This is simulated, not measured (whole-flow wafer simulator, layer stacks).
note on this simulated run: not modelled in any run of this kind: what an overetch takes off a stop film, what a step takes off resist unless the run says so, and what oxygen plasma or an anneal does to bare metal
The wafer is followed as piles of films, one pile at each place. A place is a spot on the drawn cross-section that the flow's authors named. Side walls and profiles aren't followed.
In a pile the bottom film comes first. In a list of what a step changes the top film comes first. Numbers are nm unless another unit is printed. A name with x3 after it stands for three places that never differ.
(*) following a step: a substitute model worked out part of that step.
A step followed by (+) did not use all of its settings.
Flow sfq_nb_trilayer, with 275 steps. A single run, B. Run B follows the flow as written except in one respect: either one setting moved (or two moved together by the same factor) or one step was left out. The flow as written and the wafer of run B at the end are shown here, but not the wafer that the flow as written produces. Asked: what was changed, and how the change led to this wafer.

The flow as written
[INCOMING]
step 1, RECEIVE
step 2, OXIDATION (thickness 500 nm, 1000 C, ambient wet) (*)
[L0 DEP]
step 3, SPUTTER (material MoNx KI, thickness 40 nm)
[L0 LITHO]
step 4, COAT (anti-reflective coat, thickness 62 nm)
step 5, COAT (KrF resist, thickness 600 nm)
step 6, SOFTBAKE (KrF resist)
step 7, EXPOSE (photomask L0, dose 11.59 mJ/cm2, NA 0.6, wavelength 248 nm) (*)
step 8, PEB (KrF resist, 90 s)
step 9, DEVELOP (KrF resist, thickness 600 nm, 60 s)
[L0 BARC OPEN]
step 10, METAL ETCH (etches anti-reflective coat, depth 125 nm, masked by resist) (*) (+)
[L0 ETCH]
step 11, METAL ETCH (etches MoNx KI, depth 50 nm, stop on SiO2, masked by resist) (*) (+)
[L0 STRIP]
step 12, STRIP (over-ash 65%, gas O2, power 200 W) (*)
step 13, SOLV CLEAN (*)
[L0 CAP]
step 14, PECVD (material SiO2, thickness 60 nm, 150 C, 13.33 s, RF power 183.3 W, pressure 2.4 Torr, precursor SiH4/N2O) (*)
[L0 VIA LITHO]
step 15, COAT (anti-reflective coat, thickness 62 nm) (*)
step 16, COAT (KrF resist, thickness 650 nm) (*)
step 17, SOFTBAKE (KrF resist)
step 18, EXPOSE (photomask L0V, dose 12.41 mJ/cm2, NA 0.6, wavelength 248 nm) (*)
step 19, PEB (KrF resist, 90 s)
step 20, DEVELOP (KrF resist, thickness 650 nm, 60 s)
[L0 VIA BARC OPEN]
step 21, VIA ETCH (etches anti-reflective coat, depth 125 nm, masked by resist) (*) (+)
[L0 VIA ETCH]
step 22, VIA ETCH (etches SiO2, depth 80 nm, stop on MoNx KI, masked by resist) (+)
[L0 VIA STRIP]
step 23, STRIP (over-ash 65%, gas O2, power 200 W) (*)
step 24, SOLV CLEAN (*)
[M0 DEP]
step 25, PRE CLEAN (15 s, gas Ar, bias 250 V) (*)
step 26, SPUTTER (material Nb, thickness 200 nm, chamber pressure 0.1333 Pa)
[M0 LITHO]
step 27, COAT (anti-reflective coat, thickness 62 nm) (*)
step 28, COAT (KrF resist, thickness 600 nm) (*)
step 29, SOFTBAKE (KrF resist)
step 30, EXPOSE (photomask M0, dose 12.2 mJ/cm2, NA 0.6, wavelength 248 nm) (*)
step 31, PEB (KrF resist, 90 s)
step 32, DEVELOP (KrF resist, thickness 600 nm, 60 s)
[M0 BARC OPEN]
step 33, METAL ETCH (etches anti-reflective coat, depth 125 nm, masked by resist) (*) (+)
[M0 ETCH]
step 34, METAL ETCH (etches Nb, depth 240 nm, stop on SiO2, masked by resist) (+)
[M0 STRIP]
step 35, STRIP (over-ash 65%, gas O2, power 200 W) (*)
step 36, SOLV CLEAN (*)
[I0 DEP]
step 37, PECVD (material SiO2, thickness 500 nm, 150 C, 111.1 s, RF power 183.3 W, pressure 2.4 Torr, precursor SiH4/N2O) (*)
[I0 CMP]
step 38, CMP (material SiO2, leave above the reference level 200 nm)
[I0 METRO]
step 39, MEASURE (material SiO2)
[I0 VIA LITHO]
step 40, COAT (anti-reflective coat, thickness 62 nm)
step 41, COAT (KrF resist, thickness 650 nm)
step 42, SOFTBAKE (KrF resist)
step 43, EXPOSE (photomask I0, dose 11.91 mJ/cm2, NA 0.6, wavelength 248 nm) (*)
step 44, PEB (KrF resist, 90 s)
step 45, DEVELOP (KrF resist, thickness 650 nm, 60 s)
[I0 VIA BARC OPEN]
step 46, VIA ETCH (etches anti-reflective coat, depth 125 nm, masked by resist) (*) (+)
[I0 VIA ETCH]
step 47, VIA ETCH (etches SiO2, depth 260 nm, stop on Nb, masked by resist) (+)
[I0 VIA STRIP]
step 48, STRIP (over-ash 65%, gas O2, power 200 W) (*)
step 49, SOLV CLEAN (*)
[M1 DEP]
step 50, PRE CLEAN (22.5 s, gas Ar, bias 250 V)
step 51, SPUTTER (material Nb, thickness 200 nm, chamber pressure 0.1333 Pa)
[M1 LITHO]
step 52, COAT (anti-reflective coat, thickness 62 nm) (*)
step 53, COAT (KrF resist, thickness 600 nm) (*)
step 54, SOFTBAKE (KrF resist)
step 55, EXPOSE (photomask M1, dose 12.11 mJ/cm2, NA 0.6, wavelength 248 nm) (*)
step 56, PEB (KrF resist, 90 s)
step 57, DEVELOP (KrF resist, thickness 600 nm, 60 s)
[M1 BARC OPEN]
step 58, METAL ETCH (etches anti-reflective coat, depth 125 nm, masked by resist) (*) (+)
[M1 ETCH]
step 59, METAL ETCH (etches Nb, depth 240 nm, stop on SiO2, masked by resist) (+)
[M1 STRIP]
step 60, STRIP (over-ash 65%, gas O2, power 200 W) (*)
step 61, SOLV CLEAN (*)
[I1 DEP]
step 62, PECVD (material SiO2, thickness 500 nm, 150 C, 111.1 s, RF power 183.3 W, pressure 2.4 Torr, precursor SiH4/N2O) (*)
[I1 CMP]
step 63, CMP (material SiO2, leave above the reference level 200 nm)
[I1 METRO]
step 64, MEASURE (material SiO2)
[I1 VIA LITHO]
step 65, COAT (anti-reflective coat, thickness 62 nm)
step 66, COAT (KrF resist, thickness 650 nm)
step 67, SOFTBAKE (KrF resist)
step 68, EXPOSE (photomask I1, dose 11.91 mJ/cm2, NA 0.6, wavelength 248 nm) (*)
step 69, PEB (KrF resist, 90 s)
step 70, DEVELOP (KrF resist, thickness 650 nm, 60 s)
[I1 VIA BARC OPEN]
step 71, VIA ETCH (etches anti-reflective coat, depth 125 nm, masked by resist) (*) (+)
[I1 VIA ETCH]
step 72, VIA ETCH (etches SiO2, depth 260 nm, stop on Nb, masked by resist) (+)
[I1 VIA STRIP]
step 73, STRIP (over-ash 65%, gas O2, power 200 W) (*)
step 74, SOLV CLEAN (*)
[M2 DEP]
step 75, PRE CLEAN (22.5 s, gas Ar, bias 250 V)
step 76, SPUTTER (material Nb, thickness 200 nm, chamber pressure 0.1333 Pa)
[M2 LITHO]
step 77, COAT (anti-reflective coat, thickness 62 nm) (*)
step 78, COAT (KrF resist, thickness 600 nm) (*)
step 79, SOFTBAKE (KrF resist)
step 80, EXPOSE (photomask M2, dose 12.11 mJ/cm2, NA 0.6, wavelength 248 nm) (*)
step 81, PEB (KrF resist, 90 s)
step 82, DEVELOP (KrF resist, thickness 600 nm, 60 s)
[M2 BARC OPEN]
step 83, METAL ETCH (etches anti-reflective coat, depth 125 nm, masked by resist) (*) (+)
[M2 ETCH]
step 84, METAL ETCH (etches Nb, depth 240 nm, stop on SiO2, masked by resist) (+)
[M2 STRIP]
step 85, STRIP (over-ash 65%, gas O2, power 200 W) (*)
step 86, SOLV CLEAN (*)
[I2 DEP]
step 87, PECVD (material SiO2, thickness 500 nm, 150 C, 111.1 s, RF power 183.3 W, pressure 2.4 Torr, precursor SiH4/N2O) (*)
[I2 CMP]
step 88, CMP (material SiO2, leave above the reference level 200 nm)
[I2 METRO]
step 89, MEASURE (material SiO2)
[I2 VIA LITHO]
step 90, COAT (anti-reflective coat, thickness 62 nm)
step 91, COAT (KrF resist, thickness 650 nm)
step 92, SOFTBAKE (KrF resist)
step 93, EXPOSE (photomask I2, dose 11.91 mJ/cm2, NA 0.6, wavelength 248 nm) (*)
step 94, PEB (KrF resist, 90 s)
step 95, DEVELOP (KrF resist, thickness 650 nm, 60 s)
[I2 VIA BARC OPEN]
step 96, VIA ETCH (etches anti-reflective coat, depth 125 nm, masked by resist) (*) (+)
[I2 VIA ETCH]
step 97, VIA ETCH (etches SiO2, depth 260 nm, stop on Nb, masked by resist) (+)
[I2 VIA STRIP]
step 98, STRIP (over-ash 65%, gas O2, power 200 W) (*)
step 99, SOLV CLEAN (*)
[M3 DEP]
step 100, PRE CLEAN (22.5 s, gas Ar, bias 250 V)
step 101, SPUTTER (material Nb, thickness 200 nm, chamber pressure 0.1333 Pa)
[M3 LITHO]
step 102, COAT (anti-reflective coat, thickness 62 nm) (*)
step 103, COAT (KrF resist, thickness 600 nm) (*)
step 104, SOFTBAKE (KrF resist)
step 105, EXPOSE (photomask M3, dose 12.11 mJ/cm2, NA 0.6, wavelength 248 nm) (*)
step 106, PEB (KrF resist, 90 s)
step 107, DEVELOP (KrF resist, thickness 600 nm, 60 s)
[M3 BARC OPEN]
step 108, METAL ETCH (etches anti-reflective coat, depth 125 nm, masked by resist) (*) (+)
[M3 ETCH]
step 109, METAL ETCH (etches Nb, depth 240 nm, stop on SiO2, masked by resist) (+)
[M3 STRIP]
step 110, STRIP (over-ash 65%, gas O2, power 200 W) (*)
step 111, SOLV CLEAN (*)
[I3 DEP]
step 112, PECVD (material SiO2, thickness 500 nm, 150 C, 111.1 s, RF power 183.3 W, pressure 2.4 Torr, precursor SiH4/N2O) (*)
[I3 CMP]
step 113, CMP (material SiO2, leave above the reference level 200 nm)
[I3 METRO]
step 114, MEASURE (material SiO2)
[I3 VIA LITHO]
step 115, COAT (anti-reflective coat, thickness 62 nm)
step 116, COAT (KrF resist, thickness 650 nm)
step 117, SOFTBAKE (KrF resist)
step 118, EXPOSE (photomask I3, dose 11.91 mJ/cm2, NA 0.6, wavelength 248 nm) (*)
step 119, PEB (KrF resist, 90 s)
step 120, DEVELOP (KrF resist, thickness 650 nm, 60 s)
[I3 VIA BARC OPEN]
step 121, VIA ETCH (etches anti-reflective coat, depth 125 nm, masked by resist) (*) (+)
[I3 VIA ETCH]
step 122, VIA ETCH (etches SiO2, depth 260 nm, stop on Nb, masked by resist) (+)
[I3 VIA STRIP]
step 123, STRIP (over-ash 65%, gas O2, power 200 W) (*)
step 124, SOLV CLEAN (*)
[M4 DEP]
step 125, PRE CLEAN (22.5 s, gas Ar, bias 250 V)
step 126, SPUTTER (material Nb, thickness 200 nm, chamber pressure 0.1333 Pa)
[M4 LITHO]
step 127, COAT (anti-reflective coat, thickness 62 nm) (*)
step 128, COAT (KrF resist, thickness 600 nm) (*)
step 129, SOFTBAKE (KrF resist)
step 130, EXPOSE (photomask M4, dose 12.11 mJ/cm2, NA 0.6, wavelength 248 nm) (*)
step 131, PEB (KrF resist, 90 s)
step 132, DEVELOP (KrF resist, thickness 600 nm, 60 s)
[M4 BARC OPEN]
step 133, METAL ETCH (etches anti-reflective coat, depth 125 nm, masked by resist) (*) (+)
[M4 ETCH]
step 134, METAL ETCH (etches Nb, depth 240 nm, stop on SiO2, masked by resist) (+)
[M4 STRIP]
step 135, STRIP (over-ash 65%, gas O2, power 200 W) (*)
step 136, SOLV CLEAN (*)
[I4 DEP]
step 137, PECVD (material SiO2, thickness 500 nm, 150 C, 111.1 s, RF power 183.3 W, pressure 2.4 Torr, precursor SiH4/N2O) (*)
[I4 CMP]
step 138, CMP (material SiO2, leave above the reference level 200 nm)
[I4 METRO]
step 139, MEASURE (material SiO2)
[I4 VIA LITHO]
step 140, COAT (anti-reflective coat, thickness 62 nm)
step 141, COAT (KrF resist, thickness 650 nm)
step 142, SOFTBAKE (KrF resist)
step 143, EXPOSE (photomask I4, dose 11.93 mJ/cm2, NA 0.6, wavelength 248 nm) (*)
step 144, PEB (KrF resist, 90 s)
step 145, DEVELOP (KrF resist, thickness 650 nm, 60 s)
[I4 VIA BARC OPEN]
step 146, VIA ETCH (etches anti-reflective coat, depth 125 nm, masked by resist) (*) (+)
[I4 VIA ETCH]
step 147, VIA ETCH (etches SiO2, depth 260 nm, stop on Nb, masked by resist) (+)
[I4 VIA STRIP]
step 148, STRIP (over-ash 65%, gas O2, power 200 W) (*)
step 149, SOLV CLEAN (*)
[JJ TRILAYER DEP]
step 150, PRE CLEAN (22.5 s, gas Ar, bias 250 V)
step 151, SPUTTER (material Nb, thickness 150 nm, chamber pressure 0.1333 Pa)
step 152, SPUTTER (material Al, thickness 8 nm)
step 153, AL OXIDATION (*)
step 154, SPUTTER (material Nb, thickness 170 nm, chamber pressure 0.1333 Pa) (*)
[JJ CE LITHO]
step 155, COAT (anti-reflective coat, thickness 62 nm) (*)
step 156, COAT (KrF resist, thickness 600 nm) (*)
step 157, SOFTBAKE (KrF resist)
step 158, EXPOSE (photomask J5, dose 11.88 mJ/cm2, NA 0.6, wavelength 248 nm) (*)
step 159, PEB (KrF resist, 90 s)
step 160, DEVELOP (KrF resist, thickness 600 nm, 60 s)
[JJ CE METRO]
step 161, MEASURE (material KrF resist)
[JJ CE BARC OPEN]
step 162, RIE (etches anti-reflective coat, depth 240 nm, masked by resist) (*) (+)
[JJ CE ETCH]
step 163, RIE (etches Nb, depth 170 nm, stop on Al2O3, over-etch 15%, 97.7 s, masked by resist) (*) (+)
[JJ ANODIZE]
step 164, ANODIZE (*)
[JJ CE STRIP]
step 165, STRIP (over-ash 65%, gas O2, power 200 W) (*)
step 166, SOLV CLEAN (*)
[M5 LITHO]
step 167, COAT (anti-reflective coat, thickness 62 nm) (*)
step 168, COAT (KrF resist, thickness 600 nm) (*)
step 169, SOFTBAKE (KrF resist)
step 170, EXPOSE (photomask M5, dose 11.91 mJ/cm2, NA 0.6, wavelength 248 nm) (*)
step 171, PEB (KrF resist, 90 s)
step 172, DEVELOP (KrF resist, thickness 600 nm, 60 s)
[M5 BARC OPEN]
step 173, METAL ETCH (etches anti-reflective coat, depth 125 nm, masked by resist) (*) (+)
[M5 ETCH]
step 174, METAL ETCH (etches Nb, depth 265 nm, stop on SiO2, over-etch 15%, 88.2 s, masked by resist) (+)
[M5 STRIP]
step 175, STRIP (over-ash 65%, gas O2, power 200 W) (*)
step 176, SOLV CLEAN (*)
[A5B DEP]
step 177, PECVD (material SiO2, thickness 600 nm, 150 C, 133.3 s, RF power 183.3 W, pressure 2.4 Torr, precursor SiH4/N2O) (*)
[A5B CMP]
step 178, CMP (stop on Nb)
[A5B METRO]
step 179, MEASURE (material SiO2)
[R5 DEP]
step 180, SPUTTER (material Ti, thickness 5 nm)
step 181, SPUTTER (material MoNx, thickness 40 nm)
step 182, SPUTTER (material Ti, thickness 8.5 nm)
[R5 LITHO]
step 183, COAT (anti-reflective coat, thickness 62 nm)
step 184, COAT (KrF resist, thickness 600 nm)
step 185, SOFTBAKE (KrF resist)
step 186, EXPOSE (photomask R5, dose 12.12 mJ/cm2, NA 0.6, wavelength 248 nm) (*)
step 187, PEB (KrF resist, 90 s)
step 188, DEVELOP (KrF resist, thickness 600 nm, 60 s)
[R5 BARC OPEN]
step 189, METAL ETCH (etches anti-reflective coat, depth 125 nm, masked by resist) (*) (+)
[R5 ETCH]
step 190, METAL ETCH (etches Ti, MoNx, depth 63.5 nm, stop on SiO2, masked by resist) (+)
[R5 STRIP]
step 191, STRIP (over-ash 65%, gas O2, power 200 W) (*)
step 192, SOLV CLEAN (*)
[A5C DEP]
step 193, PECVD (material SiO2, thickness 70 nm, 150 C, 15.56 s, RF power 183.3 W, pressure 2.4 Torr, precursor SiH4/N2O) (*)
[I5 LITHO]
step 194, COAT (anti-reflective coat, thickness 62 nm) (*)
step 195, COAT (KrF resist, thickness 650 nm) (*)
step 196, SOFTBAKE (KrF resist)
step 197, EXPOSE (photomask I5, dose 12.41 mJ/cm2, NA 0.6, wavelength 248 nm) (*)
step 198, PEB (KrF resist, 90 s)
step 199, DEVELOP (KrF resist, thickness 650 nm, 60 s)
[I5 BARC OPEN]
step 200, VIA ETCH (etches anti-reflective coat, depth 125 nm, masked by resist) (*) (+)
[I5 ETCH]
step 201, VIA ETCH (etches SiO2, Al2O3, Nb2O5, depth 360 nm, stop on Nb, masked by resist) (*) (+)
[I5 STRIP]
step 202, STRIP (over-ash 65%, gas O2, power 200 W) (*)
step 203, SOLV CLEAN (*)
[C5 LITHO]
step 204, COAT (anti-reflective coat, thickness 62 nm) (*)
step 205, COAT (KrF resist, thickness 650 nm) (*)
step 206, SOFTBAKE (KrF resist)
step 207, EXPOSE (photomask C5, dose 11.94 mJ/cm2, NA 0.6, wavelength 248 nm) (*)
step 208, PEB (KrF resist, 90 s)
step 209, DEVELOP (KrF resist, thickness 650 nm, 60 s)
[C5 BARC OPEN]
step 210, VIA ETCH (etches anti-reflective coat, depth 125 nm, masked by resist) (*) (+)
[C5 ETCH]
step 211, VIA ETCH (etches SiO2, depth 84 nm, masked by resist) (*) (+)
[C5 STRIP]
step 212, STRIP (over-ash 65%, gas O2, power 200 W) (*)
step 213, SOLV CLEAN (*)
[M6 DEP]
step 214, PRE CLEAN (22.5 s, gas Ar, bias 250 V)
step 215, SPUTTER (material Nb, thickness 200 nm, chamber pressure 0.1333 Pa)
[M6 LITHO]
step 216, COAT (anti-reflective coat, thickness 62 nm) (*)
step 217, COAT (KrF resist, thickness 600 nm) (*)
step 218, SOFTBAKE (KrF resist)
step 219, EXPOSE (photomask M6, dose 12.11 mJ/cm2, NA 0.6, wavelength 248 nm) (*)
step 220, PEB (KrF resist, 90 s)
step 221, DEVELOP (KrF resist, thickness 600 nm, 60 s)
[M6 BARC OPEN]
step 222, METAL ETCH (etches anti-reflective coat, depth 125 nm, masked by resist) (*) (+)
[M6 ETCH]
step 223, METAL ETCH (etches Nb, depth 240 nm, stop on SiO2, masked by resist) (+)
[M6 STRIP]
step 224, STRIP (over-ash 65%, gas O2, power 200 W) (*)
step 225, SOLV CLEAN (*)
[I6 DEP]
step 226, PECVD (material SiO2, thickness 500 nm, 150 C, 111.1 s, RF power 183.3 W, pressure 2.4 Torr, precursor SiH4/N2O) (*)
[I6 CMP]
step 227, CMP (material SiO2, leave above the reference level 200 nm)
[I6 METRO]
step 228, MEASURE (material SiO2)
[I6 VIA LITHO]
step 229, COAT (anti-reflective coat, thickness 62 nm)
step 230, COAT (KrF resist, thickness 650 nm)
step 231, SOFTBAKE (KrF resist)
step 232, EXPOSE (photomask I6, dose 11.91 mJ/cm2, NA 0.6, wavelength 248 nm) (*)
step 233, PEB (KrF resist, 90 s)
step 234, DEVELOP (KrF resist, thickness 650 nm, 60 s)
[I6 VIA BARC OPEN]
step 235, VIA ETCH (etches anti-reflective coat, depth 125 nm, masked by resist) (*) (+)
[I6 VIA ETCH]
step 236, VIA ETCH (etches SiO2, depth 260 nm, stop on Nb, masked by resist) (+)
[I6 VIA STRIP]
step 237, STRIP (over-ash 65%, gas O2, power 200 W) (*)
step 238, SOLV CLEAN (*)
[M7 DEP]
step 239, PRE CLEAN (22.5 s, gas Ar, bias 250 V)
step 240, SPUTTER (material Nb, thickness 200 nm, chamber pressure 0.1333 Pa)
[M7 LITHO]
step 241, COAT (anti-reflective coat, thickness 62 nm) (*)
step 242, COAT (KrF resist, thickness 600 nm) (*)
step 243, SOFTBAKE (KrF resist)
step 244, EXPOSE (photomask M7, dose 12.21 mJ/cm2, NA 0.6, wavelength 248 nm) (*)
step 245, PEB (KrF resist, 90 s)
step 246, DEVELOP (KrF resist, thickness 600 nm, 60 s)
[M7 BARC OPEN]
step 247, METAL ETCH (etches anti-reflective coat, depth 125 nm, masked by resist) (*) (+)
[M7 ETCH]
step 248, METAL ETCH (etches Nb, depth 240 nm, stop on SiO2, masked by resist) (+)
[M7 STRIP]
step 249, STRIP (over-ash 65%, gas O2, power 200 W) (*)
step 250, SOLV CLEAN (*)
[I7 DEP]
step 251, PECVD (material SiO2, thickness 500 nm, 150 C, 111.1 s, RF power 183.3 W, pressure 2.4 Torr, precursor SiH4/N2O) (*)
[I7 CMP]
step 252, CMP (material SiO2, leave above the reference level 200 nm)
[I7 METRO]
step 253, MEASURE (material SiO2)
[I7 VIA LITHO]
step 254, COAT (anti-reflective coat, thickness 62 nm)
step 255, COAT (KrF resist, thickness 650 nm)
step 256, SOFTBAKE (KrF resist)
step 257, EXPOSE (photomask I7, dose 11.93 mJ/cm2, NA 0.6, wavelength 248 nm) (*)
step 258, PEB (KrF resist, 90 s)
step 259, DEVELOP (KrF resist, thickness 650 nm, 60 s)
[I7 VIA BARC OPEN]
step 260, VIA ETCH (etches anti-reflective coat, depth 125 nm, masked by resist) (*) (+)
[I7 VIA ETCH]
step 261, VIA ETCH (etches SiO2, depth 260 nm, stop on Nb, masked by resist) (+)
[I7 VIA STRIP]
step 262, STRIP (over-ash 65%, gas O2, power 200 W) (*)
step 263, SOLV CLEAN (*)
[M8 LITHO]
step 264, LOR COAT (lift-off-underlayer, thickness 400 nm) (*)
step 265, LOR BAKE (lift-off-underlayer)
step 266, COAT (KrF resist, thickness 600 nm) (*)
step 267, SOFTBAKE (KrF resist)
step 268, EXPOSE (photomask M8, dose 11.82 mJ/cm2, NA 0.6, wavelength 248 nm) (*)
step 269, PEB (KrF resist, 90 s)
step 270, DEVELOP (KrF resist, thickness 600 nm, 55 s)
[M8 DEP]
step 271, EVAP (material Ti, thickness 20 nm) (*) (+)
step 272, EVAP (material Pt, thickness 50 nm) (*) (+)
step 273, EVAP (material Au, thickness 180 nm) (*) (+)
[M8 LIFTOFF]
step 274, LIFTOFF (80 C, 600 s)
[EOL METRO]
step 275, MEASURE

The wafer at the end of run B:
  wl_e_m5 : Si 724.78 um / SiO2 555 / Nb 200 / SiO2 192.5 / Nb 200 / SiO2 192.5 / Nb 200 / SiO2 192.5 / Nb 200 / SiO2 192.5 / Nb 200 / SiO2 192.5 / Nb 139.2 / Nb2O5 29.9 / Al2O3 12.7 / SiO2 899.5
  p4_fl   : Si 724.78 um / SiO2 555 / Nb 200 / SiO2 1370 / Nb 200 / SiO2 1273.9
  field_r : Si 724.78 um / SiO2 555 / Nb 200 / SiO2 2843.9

Cause: step 240, SPUTTER: thickness 98 nm was run, whereas the flow has thickness 200 nm.

The path from the change to this, step by step:
  step 240, SPUTTER (material Nb, thickness 200 nm, chamber pressure 0.1333 Pa)
      field_l, v_sur, via_wl and 102 more: Nb gains 98 (new film) (as written it would have been: Nb gains 200 (new film))
      via_v: Nb gains 78.8 (as written it would have been: Nb gains 161.1)
  step 241, COAT (anti-reflective coat, thickness 62 nm) (*)
      via_v: anti-reflective coat gains 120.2 (new film) (as written it would have been: anti-reflective coat gains 126 (new film))
  step 248, METAL ETCH (etches Nb, depth 240 nm, stop on SiO2, masked by resist) (+)
      field_l, field_r, lsp_l and 62 more: Nb loses 98 (all of it) (as written it would have been: Nb loses 200 (all of it))
      v_sur, via_wl, via_w and 38 more: KrF resist loses 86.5 (as written it would have been: KrF resist loses 141.2)
  step 249, STRIP (over-ash 65%, gas O2, power 200 W) (*)
      wl_j_sl, wl_jj, wl_j_sr and 14 more: KrF resist loses 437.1 (all of it), anti-reflective coat loses 62 (all of it) (as written it would have been: KrF resist loses 382.4 (all of it), anti-reflective coat loses 62 (all of it))
      lsp_m, ln_m6, lsp_r: KrF resist loses 436.7 (all of it), anti-reflective coat loses 61.8 (all of it) (as written it would have been: KrF resist loses 381.9 (all of it), anti-reflective coat loses 61.8 (all of it))
      (as well as at 21 more places)
  step 251, PECVD (material SiO2, thickness 500 nm, 150 C, 111.1 s, RF power 183.3 W, pressure 2.4 Torr, precursor SiH4/N2O) (*)
      field_r, lsp_l: SiO2 gains 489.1 (as written it would have been: SiO2 gains 477.7)
      m7r_space_l, m7r_space_r: SiO2 gains 500 (as written it would have been: SiO2 gains 557.1)
      (as well as at 1 more place)
  step 252, CMP (material SiO2, leave above the reference level 200 nm)
      field_l, p4_fl, p4_fm and 56 more: SiO2 loses 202 (as written it would have been: SiO2 loses 100)
      field_r, lsp_l: SiO2 loses 191.1 (as written it would have been: SiO2 loses 77.7)
      (as well as at 5 more places)
